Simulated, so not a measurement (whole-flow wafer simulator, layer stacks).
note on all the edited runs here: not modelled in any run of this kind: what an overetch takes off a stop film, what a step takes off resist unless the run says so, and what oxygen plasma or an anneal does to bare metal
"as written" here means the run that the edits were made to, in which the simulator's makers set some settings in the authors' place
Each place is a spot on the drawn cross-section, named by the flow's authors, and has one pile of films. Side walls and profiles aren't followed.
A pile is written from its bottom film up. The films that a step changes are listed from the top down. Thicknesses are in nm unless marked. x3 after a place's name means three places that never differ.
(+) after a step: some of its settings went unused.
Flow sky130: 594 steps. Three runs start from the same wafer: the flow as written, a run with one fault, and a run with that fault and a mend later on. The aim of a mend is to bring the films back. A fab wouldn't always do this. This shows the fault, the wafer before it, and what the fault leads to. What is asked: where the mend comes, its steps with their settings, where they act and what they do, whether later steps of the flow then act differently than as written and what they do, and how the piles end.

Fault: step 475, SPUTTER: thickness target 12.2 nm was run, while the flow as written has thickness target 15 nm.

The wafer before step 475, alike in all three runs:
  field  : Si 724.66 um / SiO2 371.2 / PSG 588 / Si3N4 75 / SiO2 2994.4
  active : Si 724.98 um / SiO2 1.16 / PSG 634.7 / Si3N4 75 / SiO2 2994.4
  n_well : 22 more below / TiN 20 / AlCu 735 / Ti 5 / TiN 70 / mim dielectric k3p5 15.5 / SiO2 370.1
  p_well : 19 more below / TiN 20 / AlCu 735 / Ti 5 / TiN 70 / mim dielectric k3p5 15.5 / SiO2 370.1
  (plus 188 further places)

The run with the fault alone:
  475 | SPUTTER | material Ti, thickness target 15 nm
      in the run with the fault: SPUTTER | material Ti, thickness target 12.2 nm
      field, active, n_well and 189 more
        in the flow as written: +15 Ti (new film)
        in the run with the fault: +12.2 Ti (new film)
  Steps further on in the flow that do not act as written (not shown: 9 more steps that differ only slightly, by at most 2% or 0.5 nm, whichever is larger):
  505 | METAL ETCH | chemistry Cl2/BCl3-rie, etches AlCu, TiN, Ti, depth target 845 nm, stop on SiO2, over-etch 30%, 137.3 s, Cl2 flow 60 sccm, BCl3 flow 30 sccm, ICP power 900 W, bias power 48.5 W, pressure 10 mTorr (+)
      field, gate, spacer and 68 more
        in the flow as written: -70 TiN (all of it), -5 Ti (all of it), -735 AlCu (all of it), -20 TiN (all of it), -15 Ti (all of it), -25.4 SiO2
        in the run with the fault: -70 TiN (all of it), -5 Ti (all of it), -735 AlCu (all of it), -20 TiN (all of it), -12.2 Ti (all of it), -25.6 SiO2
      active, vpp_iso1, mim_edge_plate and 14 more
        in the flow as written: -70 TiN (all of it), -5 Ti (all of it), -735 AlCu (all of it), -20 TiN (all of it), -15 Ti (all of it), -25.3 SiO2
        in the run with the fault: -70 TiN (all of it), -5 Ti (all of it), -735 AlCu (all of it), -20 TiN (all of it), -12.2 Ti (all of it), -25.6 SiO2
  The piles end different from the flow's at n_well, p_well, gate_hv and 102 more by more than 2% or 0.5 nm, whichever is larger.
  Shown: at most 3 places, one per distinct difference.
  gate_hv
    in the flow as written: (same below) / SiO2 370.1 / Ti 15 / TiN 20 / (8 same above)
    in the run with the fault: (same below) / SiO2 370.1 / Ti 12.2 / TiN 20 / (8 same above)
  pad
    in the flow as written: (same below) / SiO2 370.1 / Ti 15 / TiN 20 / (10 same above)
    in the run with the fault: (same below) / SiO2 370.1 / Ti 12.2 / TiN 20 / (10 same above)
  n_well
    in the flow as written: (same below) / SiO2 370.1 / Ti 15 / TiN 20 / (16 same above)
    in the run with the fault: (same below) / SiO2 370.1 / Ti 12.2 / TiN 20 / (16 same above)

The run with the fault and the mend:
  The mend follows step 475.
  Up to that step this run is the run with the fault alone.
  475a | SPUTTER | material Ti, thickness target 2.8 nm (the flow's step 475 again, with other settings)
      field, active, n_well and 189 more
        +2.8 Ti
  None of the later steps of the flow acts differently than as written at any place that is followed.
  By the end, the piles equal the flow's at every place that both follow.
